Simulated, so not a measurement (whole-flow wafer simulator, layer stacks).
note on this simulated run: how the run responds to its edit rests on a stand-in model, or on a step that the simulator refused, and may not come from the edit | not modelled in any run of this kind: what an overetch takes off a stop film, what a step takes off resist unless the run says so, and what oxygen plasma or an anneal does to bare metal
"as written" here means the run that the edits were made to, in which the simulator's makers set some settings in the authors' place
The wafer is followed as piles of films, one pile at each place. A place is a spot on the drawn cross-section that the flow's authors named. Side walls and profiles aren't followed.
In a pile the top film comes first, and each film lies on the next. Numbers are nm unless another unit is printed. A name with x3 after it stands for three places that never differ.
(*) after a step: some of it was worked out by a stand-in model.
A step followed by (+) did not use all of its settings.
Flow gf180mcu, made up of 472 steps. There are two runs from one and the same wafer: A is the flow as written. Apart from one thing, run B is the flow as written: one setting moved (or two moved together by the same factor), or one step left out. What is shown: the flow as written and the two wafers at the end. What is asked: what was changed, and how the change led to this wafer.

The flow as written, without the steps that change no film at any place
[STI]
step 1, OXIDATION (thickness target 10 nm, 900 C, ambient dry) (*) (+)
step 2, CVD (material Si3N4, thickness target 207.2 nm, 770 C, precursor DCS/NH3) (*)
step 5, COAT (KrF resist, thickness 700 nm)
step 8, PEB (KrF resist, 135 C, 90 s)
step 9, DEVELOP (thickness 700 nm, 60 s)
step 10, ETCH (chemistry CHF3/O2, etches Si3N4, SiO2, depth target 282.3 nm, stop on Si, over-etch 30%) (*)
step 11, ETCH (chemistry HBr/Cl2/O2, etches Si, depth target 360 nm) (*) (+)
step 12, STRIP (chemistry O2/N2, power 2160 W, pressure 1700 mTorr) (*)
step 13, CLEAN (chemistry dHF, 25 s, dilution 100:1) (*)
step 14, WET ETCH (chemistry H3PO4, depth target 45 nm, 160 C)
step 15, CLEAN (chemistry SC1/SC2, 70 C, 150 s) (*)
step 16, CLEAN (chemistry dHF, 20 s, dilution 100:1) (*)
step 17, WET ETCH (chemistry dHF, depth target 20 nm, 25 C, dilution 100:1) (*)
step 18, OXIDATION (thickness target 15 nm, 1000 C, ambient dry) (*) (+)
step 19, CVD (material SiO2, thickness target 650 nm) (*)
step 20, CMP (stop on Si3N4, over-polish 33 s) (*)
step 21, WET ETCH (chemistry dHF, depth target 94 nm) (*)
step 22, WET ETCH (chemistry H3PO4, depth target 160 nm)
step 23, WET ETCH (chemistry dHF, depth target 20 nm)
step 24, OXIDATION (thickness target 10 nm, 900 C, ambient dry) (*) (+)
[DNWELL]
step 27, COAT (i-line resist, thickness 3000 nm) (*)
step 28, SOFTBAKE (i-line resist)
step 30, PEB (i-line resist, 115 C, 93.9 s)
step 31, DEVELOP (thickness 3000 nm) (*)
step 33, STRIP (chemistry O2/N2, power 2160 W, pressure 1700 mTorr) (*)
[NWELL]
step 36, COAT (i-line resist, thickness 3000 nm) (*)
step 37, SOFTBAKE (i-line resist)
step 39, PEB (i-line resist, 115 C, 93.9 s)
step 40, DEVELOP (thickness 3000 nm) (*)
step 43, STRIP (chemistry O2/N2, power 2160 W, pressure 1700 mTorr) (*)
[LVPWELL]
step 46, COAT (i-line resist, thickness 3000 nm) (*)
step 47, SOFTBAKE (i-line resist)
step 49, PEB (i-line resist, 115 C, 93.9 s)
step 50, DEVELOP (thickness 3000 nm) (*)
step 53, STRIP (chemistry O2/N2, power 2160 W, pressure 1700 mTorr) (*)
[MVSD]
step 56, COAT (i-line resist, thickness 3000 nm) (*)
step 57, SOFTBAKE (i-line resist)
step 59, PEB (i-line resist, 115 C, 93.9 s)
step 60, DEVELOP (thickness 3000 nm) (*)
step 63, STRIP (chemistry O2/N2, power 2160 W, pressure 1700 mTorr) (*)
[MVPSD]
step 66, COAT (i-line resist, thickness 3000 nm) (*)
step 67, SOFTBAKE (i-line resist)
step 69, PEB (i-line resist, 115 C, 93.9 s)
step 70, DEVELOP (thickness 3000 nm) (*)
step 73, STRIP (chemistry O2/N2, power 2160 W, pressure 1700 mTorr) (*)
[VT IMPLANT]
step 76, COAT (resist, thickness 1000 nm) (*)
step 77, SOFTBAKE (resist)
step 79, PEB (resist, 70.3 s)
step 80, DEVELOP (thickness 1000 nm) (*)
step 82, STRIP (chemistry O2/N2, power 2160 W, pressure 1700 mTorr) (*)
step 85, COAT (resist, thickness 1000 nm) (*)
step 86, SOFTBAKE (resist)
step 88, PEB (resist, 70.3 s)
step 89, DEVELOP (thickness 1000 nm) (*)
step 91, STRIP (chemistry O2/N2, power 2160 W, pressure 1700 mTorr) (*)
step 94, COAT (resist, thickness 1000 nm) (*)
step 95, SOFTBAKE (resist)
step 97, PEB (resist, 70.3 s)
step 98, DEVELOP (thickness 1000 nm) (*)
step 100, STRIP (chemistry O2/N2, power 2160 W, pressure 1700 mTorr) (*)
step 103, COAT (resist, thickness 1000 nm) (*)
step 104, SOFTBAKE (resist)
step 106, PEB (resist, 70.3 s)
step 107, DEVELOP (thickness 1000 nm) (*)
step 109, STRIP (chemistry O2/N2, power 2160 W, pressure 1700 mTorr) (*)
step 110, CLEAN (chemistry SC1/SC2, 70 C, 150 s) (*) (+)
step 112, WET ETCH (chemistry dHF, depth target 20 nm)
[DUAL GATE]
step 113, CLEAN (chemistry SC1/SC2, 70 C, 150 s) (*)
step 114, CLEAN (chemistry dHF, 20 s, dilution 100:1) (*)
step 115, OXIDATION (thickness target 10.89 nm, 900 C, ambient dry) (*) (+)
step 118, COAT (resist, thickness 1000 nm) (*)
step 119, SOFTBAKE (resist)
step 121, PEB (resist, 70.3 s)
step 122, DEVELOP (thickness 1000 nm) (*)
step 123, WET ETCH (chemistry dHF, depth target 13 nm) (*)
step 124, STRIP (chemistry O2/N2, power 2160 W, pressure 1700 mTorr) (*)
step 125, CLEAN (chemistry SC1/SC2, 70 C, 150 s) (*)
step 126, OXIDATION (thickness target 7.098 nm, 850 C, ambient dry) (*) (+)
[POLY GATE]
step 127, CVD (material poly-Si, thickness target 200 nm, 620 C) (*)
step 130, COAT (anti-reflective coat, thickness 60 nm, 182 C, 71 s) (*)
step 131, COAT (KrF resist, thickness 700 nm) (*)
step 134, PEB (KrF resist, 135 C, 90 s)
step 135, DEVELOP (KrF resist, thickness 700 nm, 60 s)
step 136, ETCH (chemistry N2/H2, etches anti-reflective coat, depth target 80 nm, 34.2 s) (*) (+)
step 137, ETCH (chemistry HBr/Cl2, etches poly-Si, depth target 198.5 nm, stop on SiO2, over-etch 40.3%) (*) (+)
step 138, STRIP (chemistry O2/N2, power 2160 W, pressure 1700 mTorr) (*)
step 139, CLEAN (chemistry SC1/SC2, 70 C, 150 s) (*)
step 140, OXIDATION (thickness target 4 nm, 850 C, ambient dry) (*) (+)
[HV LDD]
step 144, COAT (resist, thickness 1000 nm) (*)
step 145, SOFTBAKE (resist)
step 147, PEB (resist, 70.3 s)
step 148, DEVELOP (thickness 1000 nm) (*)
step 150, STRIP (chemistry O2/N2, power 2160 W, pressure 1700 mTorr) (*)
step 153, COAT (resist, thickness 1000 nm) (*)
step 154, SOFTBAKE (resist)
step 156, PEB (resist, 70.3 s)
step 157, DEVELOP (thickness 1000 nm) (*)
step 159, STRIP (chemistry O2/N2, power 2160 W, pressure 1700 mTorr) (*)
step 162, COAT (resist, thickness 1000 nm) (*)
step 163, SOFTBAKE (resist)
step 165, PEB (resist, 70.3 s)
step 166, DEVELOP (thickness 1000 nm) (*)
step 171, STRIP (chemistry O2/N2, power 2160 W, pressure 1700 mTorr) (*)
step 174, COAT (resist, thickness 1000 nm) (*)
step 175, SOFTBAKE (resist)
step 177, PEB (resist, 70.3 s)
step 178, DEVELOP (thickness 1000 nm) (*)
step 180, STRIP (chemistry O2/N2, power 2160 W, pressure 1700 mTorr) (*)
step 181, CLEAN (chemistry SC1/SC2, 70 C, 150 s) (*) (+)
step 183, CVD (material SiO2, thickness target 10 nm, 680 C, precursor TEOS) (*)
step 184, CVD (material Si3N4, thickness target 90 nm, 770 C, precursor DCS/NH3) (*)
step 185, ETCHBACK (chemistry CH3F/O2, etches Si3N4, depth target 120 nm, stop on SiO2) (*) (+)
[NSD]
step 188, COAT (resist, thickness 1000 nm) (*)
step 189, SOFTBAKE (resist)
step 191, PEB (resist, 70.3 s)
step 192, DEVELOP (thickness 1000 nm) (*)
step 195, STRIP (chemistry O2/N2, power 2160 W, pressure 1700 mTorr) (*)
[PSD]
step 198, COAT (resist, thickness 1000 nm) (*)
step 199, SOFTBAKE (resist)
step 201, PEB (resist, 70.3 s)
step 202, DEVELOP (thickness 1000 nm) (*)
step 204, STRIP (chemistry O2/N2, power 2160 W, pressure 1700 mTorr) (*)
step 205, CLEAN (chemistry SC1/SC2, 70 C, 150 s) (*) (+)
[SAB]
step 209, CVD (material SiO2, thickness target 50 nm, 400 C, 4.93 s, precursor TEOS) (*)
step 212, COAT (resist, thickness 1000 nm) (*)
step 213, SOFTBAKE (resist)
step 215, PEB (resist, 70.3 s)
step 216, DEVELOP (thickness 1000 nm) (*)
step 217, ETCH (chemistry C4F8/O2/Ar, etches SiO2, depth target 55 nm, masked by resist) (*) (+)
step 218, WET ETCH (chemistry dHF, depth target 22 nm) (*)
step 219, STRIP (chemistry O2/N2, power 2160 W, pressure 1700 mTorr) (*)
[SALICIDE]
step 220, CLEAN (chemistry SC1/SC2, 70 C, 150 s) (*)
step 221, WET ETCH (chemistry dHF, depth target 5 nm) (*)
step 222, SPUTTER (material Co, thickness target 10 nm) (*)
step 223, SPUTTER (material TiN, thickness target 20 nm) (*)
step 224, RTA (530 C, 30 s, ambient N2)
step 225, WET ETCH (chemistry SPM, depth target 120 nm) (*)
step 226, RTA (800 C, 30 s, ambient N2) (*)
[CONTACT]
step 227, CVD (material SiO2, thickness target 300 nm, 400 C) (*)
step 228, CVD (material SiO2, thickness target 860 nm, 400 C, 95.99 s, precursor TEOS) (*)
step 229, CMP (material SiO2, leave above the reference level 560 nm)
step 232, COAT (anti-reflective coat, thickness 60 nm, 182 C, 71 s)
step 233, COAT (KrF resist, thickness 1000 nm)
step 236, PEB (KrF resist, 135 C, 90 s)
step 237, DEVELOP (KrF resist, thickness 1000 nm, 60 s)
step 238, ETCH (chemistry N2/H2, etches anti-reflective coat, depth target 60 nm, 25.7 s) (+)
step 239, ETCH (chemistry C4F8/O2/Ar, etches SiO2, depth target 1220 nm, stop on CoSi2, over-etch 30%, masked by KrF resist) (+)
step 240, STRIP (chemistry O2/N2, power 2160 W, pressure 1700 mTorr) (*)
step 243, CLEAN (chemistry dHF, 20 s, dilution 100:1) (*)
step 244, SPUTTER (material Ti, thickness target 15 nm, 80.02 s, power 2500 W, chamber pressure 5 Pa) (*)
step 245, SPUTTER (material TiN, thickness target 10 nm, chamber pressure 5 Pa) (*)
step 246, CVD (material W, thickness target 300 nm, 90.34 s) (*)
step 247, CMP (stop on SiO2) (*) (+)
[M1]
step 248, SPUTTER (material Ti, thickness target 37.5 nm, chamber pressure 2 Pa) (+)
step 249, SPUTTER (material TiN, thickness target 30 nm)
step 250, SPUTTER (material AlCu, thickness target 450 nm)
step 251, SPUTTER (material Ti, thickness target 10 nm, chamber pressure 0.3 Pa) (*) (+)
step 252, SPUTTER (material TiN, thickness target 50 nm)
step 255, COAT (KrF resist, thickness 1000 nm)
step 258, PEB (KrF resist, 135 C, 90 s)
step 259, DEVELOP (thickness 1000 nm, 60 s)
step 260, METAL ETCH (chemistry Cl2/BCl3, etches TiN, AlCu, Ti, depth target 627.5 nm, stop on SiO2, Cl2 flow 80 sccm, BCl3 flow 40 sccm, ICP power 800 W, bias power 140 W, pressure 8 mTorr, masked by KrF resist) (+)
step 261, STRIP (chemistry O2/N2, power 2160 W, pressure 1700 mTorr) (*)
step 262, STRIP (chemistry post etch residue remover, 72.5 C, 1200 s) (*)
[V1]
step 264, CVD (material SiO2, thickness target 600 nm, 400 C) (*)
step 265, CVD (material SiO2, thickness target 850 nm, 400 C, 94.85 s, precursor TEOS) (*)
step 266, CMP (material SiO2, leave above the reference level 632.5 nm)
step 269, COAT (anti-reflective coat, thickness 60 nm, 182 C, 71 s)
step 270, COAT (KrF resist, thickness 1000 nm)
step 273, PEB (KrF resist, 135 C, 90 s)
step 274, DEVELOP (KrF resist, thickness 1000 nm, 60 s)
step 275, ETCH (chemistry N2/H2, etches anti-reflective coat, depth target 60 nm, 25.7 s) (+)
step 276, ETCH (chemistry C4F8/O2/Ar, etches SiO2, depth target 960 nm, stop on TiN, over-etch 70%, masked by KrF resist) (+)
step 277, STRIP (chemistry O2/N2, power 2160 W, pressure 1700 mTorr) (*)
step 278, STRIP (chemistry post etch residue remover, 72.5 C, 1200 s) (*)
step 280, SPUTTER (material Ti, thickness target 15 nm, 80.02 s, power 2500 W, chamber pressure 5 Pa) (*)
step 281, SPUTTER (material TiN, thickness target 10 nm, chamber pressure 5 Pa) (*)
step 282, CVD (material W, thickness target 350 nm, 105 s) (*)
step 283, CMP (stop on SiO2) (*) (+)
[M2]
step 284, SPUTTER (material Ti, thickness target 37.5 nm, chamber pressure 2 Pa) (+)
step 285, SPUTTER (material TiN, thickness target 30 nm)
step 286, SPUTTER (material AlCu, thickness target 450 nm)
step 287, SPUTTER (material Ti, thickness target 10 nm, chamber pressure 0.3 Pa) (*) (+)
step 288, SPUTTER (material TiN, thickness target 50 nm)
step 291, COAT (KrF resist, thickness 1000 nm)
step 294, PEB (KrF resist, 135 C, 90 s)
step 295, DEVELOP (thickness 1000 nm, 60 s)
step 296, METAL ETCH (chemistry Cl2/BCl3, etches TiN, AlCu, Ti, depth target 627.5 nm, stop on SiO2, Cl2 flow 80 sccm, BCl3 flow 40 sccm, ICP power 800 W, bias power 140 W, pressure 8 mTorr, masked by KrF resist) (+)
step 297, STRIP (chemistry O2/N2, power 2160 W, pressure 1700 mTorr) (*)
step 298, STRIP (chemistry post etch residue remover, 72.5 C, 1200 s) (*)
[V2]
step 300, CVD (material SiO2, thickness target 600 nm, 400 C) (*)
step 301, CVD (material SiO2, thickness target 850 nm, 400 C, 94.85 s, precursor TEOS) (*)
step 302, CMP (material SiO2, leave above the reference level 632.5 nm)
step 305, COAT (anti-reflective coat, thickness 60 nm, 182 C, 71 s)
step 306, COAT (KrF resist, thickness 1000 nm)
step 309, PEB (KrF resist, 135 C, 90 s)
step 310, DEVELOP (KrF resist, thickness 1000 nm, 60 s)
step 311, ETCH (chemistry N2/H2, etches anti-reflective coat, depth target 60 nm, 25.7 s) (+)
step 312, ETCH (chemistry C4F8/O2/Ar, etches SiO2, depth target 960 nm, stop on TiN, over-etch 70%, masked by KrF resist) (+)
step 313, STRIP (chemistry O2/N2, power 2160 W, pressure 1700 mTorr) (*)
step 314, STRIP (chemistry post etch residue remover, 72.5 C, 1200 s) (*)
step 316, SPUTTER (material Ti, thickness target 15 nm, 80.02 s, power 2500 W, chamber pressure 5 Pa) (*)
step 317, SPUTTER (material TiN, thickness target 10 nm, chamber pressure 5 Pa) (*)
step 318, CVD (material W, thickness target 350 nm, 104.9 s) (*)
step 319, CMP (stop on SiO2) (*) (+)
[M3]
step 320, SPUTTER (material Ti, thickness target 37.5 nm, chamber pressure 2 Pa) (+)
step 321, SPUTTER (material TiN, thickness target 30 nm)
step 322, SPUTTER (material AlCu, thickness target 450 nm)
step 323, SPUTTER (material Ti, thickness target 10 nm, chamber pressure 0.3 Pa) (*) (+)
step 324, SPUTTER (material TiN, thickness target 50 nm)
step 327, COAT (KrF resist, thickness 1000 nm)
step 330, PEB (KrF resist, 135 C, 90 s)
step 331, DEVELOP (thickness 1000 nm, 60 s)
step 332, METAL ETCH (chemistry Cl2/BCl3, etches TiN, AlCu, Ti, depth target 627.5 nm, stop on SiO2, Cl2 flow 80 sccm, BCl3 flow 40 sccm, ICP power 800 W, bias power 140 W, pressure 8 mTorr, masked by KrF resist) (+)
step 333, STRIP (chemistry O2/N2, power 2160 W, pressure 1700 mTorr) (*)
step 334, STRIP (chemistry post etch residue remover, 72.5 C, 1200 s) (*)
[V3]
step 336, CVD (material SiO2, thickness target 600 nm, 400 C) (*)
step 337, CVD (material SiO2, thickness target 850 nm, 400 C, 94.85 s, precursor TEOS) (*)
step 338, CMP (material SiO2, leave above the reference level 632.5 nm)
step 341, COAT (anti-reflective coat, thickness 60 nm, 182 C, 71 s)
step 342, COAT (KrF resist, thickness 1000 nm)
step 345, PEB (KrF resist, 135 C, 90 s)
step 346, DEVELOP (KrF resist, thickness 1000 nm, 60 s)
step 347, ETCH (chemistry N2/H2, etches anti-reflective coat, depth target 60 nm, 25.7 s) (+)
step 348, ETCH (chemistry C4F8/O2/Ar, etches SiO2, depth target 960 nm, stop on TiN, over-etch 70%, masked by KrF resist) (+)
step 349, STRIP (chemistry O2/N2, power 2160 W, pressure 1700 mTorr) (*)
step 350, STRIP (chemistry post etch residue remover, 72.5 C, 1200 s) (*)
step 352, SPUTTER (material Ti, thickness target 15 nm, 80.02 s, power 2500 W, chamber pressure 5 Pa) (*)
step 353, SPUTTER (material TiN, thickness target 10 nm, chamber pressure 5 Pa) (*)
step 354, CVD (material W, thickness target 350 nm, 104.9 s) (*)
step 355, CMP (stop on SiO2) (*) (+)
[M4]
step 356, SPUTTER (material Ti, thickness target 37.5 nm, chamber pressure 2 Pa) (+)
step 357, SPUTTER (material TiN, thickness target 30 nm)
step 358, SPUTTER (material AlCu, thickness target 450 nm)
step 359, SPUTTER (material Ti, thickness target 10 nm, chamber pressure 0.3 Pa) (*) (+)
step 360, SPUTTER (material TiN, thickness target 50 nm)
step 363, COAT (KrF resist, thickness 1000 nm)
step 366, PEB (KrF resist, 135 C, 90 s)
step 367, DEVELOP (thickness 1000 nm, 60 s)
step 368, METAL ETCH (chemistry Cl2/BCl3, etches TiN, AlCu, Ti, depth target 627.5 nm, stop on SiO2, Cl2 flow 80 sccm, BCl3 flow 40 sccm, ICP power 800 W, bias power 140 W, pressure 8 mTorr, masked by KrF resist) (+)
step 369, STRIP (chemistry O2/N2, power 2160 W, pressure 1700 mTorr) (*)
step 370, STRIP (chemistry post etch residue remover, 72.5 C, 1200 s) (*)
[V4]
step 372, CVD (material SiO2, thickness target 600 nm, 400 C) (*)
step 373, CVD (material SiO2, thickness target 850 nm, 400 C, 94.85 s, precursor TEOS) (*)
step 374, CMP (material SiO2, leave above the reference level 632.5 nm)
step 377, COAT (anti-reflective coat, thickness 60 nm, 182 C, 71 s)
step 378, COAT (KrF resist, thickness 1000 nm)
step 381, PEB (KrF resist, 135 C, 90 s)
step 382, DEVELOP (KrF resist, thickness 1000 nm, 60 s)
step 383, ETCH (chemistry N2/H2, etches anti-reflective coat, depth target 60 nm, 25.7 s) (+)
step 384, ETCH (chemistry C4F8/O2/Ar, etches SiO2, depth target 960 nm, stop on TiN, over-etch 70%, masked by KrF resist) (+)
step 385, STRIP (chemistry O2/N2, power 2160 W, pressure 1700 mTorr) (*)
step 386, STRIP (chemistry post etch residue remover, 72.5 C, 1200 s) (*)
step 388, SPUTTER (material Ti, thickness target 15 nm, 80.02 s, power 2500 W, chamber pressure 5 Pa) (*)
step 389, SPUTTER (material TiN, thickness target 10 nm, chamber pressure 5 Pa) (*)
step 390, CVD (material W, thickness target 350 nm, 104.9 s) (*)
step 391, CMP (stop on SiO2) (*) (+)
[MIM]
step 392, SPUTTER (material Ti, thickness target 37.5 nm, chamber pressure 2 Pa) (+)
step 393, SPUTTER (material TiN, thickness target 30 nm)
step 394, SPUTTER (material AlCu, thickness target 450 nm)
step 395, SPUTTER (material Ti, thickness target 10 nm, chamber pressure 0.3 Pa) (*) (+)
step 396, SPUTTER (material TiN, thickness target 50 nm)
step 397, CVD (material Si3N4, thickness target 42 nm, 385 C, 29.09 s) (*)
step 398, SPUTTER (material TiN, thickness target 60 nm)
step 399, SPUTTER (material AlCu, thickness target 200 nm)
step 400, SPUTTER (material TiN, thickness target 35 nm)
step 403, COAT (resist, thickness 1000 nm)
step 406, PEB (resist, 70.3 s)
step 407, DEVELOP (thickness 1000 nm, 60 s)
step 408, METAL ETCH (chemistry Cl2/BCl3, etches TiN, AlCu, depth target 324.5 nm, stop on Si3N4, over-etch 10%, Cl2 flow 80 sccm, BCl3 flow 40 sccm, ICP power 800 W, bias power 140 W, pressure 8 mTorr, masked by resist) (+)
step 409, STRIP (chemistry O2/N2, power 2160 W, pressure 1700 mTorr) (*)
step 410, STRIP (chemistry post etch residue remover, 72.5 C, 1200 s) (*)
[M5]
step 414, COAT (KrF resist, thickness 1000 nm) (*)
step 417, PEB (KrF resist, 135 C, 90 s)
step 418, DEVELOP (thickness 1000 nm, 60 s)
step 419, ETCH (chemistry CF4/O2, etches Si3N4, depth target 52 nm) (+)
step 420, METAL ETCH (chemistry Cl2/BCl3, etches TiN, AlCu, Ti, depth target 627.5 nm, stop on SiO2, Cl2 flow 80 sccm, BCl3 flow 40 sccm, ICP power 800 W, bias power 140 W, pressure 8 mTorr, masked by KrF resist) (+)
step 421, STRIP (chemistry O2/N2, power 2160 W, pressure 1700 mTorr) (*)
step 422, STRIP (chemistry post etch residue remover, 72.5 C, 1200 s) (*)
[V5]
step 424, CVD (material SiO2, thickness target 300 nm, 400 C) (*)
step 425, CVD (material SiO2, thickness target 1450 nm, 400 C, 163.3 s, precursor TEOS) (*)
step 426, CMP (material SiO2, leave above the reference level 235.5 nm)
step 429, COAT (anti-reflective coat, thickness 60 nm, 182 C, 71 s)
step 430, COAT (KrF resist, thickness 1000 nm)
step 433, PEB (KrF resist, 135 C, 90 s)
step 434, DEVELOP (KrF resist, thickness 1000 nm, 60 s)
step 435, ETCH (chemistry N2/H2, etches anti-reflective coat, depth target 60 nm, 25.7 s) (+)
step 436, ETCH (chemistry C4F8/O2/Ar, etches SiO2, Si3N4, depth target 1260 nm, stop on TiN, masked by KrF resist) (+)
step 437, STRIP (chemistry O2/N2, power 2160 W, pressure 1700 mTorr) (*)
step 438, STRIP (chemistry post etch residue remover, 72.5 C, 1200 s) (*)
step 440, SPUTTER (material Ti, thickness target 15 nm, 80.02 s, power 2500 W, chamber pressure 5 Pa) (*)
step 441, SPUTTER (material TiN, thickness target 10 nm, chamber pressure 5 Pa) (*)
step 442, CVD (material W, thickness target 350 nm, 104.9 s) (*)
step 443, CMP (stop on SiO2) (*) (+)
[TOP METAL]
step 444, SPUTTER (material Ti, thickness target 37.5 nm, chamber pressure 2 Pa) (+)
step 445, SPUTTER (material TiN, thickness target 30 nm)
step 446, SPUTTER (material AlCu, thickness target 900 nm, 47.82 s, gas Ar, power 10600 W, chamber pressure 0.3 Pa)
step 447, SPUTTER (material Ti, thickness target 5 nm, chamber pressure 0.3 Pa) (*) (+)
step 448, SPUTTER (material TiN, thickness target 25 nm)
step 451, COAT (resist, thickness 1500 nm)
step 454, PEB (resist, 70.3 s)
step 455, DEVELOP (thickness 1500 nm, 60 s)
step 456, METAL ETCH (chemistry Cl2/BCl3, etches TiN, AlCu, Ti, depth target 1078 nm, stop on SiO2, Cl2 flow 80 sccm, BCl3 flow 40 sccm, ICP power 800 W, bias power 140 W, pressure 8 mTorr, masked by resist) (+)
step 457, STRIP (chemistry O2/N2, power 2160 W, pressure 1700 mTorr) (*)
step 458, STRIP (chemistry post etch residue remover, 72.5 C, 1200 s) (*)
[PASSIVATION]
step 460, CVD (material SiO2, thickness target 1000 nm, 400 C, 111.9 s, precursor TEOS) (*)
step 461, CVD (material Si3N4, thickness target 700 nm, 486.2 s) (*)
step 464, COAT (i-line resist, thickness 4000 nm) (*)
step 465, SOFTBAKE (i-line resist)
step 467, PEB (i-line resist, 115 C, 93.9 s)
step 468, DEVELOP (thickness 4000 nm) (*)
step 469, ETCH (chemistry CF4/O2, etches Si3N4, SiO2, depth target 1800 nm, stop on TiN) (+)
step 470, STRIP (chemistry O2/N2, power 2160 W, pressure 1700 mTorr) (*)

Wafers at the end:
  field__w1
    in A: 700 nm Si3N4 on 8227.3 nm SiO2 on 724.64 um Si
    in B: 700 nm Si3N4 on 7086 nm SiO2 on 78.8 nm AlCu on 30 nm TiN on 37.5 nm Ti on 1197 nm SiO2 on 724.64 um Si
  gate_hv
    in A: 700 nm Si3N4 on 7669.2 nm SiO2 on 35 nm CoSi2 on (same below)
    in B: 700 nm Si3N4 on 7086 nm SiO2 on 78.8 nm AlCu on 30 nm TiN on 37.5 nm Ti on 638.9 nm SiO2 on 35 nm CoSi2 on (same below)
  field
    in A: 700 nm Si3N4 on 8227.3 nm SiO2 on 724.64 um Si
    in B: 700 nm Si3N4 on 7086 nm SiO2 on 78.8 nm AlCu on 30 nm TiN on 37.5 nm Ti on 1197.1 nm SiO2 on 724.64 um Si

Cause: step 250, SPUTTER: thickness target 652 nm was run, whereas the flow has thickness target 450 nm.

How this came from the change, step by step:
  step 250, SPUTTER (material AlCu, thickness target 450 nm)
      field, field__w1, field__w2 and 108 more: A +450 AlCu (new film) | B +652 AlCu (new film)
  step 260, METAL ETCH (chemistry Cl2/BCl3, etches TiN, AlCu, Ti, depth target 627.5 nm, stop on SiO2, Cl2 flow 80 sccm, BCl3 flow 40 sccm, ICP power 800 W, bias power 140 W, pressure 8 mTorr, masked by KrF resist) (+)
      field, field__w1, field__w2 and 99 more: A -50 TiN (all of it), -10 Ti (all of it), -450 AlCu (all of it), -30 TiN (all of it), -37.5 Ti (all of it) | B -50 TiN (all of it), -10 Ti (all of it), -567.5 AlCu
  step 262, STRIP (chemistry post etch residue remover, 72.5 C, 1200 s) (*)
      field, field__w1, field__w2 and 99 more: A nothing | B -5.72 AlCu
  step 264, CVD (material SiO2, thickness target 600 nm, 400 C) (*)
      field, field__w1, field__w2 and 99 more: A +600 SiO2 | B +600 SiO2 (new film)
  step 266, CMP (material SiO2, leave above the reference level 632.5 nm)
      field, field__w1, field__w2 and 99 more: A -300 SiO2 | B -244.3 SiO2
With metal films that touch counted as one body, field__w1 has 1 body; the flow as written gives 0 bodies.
With metal films that touch counted as one body, gate_hv has 2 bodies (between them, from the top down: SiO2 638.9); the flow as written gives 1 body.
With metal films that touch counted as one body, field has 1 body; the flow as written gives 0 bodies.
